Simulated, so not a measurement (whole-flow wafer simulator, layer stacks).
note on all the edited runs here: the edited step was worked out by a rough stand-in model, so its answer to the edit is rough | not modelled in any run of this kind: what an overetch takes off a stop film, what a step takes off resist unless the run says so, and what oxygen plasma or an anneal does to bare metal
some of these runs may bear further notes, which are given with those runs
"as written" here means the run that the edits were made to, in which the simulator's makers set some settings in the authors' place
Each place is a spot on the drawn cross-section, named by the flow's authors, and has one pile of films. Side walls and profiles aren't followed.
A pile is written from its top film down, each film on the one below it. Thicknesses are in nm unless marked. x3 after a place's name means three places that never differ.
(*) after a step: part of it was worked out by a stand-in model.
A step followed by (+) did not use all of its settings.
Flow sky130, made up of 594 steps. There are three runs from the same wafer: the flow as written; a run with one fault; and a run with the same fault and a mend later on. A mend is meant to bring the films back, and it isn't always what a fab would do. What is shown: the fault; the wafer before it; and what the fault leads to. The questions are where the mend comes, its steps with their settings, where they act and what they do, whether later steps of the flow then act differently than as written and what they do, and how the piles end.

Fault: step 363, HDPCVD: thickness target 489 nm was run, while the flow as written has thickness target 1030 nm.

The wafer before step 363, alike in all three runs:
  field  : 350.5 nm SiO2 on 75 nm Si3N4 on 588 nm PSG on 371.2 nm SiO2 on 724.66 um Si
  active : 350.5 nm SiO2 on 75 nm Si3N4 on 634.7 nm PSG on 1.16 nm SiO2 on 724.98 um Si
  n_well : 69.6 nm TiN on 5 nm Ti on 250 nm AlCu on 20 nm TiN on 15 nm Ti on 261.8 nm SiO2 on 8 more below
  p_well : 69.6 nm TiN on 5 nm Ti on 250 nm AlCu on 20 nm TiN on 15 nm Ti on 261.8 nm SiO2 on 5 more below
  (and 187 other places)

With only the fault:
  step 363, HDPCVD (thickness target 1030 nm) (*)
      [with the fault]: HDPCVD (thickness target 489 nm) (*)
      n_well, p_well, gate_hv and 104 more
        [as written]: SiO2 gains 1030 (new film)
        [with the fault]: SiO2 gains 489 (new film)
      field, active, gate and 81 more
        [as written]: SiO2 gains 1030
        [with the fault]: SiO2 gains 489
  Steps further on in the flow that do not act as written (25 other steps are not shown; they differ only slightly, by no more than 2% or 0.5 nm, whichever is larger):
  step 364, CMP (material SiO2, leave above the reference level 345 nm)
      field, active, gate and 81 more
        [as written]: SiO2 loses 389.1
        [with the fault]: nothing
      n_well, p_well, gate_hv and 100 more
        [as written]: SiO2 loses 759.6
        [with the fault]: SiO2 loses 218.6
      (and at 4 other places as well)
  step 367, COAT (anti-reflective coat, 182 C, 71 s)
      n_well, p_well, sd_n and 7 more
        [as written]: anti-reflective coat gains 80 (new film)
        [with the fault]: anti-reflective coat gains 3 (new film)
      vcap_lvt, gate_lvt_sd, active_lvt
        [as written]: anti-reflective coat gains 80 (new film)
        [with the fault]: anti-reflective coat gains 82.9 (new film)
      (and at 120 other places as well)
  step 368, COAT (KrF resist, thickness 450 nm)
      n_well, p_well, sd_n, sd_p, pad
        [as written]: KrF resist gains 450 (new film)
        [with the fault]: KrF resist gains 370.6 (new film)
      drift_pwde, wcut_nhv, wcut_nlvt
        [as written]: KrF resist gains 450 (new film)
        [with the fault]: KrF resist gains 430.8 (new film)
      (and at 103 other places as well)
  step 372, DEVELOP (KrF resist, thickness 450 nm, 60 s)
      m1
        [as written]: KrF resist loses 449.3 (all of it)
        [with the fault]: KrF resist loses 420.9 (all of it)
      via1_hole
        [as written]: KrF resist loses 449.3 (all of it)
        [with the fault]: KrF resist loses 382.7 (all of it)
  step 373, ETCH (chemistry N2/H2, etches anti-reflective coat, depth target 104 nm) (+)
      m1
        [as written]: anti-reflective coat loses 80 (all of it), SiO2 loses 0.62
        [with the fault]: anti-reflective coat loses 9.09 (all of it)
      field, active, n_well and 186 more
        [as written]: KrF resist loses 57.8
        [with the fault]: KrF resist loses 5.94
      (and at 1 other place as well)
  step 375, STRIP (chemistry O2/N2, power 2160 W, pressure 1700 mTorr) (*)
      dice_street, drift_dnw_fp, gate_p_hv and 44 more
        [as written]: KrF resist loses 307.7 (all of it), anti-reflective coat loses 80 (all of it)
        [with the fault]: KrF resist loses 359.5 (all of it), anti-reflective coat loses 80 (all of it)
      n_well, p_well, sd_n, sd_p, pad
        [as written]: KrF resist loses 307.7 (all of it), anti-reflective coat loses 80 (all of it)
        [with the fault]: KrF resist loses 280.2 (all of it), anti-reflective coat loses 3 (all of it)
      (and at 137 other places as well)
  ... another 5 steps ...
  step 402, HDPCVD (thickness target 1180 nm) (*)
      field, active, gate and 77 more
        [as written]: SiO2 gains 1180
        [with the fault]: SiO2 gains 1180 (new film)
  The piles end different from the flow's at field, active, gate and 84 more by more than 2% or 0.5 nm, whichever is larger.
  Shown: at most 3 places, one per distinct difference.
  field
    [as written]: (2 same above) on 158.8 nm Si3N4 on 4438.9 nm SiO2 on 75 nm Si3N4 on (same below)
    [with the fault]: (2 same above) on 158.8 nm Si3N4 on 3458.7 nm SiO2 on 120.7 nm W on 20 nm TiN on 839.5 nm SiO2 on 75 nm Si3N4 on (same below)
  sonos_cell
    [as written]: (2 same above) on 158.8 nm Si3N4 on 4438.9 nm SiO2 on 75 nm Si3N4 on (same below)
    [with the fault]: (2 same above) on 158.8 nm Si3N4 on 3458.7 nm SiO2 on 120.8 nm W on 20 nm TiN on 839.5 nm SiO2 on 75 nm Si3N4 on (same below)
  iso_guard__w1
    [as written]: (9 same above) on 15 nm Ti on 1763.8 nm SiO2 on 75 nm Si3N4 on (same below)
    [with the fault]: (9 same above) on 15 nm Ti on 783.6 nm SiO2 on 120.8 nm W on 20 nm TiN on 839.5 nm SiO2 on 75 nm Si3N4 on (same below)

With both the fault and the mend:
  The mend stands after step 363.
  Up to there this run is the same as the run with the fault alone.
  step 363a, HDPCVD (thickness target 541 nm) (*) (a further turn of the flow's step 363, with different settings)
      field, active, n_well and 188 more
        SiO2 gains 541
  Later steps of the flow that are run all act as written at every place that is followed, up to a difference of at most 2% or 0.5 nm, whichever is larger.
  By the end, the piles equal the flow's at every place that both follow.
